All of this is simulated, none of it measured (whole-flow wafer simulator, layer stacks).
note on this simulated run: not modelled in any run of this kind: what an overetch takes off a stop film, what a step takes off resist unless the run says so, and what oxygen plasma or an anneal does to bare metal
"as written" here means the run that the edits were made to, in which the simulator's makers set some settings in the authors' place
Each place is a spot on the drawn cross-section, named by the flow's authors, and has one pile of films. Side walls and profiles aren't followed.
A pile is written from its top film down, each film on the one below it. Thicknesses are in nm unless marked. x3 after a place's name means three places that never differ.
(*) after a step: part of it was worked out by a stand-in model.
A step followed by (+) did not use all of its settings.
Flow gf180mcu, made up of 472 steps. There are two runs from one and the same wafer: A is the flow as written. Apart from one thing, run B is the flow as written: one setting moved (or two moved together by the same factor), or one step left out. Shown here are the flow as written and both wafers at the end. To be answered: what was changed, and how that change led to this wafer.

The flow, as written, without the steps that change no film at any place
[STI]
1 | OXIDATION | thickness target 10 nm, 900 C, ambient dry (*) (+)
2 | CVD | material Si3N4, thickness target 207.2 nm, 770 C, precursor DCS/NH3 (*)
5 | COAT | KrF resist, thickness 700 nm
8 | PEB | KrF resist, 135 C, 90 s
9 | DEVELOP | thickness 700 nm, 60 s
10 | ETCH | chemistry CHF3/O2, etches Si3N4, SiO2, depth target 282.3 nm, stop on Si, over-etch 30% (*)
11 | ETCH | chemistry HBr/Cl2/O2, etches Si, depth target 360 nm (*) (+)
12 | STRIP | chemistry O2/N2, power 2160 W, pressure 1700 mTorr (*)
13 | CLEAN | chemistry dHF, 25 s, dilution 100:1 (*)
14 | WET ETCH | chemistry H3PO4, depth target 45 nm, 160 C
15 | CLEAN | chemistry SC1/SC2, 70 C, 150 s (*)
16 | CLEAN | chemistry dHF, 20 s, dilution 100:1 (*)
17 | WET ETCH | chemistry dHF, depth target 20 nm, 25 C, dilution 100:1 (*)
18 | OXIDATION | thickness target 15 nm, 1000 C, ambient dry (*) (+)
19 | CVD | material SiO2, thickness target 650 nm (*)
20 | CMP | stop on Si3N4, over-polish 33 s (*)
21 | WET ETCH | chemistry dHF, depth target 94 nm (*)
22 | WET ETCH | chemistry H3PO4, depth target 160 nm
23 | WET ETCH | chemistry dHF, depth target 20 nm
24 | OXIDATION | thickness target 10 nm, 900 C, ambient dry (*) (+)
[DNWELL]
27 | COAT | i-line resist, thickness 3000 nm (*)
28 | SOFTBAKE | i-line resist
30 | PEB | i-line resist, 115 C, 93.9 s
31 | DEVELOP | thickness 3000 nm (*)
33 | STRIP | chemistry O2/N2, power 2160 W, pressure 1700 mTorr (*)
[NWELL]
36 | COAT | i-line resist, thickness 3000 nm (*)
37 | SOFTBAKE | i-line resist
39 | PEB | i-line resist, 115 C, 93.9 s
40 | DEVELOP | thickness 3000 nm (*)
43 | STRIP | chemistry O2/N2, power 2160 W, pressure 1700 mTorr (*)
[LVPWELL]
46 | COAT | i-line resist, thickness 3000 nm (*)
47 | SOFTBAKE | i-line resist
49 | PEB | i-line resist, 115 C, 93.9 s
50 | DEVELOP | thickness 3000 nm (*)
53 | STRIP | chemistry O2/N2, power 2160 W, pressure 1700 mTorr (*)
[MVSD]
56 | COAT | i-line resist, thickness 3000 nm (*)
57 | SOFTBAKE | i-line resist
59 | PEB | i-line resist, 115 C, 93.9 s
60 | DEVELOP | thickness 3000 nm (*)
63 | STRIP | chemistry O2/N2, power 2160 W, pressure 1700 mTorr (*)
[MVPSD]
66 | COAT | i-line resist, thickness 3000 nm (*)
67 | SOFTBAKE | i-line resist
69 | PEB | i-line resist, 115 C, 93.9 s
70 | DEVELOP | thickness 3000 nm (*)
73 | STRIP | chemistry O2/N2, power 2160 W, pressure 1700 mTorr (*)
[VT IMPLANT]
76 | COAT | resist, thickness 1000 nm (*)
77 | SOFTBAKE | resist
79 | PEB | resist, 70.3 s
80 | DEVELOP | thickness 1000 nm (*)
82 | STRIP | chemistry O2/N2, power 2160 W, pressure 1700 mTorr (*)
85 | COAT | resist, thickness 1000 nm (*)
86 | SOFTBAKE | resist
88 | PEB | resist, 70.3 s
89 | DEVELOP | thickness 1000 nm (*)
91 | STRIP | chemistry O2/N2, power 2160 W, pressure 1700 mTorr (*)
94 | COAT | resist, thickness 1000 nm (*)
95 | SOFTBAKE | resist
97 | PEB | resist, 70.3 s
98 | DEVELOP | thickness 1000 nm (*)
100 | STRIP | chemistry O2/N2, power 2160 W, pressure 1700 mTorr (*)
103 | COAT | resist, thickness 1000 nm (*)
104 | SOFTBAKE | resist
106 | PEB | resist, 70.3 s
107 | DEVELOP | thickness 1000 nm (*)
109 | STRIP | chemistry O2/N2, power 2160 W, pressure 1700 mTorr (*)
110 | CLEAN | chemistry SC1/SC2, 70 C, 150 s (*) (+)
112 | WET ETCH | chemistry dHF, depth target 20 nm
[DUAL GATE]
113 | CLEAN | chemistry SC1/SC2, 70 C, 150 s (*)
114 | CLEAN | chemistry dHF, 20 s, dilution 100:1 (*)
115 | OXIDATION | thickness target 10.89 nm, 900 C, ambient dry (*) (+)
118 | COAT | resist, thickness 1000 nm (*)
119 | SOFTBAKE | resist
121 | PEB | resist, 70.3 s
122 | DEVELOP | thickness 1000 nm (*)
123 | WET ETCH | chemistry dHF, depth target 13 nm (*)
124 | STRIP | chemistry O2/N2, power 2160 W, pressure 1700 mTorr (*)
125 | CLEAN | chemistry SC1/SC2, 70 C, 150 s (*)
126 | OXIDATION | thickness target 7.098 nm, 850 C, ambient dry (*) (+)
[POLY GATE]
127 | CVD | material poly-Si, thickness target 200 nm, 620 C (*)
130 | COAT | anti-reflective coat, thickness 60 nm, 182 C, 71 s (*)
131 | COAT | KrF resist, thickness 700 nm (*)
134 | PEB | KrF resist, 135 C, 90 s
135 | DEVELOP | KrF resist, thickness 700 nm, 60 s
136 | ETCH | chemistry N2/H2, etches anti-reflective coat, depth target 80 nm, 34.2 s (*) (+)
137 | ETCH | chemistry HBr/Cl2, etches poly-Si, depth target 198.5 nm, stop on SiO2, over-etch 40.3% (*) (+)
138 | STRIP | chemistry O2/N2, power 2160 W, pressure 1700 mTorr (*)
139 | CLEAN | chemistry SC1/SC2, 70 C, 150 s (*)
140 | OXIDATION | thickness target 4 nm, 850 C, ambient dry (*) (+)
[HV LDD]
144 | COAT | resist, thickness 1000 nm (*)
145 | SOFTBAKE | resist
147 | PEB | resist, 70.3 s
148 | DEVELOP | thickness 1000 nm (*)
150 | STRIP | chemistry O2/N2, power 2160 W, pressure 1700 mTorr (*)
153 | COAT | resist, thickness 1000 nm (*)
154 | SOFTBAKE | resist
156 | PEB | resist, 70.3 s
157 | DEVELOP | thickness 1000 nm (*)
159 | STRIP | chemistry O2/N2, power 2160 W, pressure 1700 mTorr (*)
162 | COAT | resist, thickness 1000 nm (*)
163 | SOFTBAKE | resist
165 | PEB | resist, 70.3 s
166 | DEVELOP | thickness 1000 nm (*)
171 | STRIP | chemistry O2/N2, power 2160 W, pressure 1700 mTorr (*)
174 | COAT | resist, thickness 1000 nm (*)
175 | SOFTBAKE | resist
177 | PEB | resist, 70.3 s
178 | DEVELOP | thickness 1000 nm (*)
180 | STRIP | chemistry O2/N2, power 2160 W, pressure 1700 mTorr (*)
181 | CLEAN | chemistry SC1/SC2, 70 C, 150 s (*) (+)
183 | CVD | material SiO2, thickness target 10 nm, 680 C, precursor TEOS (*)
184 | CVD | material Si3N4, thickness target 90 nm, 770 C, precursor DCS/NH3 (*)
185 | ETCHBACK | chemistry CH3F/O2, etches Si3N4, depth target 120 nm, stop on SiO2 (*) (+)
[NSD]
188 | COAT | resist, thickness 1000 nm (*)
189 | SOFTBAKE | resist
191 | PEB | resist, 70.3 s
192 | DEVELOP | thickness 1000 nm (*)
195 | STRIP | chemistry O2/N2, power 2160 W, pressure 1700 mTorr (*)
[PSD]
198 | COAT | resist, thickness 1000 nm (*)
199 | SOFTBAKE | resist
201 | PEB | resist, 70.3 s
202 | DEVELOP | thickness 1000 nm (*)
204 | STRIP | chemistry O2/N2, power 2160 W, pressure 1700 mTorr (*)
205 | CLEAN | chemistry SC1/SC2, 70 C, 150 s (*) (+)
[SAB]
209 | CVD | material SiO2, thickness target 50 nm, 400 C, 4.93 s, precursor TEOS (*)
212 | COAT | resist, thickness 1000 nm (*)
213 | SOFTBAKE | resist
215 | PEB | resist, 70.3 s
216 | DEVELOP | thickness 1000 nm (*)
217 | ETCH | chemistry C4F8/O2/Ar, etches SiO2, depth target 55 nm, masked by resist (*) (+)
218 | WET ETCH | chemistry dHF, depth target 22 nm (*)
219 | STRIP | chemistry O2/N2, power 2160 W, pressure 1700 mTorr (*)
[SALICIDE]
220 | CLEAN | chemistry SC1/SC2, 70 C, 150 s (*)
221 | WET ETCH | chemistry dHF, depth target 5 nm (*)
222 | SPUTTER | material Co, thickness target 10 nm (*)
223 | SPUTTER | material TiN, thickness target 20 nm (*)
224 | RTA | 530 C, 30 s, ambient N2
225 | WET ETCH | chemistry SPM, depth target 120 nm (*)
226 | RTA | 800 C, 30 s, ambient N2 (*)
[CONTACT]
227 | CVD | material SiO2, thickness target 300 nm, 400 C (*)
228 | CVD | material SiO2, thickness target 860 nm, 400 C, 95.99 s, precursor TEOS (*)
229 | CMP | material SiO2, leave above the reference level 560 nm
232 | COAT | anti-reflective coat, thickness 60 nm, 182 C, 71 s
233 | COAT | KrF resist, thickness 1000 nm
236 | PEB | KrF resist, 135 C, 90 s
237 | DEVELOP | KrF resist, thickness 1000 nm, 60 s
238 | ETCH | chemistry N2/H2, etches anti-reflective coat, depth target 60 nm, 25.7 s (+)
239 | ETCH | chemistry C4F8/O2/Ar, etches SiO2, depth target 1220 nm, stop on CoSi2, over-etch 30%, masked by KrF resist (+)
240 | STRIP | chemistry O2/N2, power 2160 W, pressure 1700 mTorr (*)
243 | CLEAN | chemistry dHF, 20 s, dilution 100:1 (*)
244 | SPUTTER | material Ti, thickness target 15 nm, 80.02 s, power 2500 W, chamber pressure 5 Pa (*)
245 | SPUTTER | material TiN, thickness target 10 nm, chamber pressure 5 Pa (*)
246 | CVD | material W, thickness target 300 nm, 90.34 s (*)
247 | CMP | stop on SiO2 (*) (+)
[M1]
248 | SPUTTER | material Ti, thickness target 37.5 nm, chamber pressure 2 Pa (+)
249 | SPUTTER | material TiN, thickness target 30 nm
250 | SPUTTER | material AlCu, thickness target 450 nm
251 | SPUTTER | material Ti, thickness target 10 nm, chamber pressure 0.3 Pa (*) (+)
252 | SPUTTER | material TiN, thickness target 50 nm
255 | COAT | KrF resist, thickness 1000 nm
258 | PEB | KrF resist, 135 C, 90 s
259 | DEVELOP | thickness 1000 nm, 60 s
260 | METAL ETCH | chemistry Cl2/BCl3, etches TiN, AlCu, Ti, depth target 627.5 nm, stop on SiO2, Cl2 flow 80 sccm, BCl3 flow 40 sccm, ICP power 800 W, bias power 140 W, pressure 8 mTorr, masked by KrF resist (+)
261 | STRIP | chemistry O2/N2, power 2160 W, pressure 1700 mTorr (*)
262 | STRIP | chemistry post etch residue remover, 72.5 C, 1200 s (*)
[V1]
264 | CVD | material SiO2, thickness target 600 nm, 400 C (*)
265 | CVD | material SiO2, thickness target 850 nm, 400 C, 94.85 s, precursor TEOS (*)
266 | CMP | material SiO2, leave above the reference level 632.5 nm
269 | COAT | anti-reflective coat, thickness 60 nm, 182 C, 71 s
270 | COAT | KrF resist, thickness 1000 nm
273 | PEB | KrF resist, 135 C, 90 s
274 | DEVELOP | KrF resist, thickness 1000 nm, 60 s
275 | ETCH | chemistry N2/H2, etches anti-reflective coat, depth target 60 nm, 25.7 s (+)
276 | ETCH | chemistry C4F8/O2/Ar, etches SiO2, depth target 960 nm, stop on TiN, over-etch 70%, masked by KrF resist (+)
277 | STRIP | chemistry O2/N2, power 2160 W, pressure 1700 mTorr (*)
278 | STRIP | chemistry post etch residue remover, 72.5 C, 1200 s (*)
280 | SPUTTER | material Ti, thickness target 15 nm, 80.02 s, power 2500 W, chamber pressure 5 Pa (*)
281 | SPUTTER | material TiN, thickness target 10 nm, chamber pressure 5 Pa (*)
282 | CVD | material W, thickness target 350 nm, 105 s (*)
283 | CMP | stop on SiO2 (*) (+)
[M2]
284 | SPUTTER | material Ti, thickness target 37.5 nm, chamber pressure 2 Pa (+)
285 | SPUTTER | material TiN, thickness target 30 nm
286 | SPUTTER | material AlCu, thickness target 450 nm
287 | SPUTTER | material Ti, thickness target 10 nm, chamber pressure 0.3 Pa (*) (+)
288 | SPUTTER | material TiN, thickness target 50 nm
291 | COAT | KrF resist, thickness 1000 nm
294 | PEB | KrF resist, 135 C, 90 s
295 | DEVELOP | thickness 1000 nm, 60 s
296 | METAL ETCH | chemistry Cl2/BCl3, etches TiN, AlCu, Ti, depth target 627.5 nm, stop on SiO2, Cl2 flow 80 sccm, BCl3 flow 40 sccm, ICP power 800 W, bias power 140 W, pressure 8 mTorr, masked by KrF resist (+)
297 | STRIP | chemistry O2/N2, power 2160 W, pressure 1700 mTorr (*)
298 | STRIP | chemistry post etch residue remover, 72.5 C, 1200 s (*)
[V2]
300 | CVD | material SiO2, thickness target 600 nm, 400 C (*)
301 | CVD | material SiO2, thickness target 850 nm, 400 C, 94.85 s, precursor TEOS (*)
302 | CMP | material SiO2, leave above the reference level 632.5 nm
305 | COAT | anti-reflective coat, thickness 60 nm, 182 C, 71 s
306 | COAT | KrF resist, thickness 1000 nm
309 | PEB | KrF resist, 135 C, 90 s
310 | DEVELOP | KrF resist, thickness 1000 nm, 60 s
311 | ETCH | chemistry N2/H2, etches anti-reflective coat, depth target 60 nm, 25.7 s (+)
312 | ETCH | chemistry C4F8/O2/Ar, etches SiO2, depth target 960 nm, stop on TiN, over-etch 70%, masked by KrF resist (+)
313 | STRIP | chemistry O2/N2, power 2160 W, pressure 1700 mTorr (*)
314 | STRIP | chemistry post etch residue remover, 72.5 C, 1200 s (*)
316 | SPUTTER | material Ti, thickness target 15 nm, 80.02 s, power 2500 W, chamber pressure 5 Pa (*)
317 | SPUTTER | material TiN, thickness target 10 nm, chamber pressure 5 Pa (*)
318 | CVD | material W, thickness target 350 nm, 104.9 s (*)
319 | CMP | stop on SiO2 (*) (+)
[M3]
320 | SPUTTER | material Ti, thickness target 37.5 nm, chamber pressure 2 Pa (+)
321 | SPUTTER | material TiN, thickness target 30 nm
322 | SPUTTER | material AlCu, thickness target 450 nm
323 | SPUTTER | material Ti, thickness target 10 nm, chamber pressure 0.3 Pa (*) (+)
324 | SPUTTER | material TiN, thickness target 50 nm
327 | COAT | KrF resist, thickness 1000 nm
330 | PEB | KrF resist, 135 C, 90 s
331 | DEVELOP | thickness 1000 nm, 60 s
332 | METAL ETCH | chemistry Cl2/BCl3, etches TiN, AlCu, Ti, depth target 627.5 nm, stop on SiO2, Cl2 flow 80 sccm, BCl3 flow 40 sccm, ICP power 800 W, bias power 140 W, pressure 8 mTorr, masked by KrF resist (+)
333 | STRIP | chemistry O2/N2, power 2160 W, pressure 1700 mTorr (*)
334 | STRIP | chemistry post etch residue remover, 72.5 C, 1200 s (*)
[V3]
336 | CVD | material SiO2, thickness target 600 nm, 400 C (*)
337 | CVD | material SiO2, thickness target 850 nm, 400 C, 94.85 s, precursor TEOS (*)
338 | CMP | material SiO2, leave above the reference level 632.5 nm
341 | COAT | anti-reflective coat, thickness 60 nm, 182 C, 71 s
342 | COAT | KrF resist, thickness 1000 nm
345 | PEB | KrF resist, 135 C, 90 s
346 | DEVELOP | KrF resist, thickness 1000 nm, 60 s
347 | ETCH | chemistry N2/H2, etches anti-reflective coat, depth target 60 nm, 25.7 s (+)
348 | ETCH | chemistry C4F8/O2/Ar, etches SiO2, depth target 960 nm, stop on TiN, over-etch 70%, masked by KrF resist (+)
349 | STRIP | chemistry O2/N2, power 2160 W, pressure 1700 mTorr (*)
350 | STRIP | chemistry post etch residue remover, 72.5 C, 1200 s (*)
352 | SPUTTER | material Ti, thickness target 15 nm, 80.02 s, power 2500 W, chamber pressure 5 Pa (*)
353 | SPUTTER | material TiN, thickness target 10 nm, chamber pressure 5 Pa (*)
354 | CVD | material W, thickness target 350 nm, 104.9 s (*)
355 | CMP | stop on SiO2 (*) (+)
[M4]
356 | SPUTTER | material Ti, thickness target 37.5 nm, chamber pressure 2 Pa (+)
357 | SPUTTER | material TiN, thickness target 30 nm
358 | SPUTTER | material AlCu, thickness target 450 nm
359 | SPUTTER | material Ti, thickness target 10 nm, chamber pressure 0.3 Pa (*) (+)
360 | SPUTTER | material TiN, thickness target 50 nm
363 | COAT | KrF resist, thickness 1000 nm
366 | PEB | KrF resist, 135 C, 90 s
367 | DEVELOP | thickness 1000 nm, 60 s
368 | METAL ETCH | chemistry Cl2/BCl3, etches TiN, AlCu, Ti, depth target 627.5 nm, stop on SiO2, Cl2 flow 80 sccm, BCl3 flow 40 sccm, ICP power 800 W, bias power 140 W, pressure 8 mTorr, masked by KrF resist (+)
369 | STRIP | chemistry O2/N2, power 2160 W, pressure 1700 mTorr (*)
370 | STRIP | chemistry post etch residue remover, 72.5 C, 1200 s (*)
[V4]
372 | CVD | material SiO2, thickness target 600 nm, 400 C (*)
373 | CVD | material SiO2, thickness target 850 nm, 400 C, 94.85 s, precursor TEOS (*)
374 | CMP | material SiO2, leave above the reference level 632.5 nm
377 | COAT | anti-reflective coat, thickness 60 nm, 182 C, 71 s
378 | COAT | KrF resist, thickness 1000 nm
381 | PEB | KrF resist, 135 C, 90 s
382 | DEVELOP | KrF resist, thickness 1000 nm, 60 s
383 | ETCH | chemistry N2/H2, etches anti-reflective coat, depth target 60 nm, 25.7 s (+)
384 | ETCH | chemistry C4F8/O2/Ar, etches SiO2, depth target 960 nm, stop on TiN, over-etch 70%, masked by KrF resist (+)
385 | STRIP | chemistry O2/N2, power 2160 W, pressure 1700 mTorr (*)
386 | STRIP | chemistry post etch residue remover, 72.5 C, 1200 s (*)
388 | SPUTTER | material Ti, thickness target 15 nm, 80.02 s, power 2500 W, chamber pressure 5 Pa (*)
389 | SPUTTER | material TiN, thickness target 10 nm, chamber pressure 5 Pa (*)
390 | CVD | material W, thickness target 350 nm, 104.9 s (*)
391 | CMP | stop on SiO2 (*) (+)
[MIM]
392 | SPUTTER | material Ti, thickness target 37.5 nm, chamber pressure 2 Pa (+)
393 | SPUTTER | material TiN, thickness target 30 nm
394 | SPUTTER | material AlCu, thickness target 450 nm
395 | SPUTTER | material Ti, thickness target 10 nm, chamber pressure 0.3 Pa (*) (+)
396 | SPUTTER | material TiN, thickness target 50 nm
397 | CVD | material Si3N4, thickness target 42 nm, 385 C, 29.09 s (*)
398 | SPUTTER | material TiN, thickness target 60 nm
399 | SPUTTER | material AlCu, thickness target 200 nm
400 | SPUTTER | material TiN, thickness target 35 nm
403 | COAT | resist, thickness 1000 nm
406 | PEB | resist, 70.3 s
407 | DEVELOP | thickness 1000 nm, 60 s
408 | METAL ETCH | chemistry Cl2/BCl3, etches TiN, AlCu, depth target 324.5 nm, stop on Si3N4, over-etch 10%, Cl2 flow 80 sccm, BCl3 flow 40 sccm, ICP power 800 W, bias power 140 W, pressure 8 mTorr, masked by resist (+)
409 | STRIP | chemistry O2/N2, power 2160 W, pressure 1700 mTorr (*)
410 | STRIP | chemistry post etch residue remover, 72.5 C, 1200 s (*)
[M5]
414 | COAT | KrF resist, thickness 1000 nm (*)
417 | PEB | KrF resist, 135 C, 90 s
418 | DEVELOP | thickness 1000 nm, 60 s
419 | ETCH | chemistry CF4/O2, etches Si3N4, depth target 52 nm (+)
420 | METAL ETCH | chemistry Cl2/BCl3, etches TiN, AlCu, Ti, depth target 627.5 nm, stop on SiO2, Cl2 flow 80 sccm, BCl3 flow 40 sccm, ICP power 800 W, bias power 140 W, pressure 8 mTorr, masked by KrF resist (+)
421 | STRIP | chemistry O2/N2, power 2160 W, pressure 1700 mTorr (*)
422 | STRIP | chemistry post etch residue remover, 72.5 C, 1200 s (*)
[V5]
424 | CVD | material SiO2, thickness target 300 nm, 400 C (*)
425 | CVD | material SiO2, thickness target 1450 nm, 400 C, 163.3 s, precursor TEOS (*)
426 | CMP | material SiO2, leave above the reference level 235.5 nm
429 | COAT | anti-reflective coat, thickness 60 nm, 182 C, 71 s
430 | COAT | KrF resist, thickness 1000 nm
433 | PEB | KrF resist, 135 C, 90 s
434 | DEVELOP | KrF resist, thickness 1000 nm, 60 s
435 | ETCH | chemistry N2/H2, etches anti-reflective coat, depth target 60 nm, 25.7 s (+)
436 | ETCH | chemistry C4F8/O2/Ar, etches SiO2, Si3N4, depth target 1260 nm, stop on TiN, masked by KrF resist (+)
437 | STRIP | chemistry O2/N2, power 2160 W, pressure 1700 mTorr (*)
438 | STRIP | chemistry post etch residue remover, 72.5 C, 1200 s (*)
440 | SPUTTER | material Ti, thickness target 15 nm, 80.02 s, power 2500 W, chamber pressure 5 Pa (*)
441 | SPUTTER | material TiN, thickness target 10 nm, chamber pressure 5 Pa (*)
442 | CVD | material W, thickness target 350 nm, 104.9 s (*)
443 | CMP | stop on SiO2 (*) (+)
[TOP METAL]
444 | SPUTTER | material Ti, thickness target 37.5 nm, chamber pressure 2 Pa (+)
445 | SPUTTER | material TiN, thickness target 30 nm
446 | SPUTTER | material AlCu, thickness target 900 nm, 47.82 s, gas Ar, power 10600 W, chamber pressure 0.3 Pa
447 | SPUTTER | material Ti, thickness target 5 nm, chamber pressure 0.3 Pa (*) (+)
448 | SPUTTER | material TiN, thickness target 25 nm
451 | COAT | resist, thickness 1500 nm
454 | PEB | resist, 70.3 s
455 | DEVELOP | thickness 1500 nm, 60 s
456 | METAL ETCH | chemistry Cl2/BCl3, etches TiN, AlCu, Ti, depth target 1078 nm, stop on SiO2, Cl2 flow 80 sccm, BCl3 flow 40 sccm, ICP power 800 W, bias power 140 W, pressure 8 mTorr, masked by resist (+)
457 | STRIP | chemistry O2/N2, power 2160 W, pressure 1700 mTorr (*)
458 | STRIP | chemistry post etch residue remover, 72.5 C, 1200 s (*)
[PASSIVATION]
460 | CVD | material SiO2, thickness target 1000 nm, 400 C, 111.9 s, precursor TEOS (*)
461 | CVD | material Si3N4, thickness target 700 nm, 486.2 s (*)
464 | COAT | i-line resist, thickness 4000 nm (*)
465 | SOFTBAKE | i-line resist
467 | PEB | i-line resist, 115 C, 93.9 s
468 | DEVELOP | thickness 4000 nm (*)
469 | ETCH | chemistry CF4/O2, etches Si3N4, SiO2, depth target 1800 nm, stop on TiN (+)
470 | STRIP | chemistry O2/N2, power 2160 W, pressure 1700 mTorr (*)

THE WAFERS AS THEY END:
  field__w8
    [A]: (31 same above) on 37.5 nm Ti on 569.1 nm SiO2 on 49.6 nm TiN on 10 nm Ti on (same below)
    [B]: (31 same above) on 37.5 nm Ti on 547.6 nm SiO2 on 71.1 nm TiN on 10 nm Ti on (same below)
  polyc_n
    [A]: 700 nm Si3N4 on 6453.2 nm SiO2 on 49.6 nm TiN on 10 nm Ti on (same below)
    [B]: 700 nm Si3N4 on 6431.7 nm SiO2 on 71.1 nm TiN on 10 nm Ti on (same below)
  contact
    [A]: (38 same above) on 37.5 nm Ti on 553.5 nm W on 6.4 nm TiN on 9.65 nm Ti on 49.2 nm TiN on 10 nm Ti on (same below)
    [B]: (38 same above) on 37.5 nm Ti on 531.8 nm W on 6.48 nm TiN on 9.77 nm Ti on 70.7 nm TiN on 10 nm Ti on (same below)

What caused this: step 252, SPUTTER: thickness target 71.5 nm was run, whereas the flow has thickness target 50 nm.

Step by step, how the change led to this:
  252 | SPUTTER | material TiN, thickness target 50 nm
      field, field__w1, field__w2 and 108 more: A +50 TiN (new film) | B +71.5 TiN (new film)
  260 | METAL ETCH | chemistry Cl2/BCl3, etches TiN, AlCu, Ti, depth target 627.5 nm, stop on SiO2, Cl2 flow 80 sccm, BCl3 flow 40 sccm, ICP power 800 W, bias power 140 W, pressure 8 mTorr, masked by KrF resist (+)
      field, field__w1, field__w2 and 99 more: A -50 TiN (all of it), -10 Ti (all of it), -450 AlCu (all of it), -30 TiN (all of it), -37.5 Ti (all of it) | B -71.5 TiN (all of it), -10 Ti (all of it), -450 AlCu (all of it), -30 TiN (all of it), -37.5 Ti (all of it)
  266 | CMP | material SiO2, leave above the reference level 632.5 nm
      field__w8, contact, m1 and 6 more: A -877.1 SiO2 | B -898.6 SiO2
  276 | ETCH | chemistry C4F8/O2/Ar, etches SiO2, depth target 960 nm, stop on TiN, over-etch 70%, masked by KrF resist (+)
      field, field__w1, field__w2 and 107 more: A -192 KrF resist | B -187.3 KrF resist
      contact: A -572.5 SiO2 (all of it) | B -551 SiO2 (all of it)
  282 | CVD | material W, thickness target 350 nm, 105 s (*)
      contact: A +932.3 W (new film) | B +910.6 W (new film)
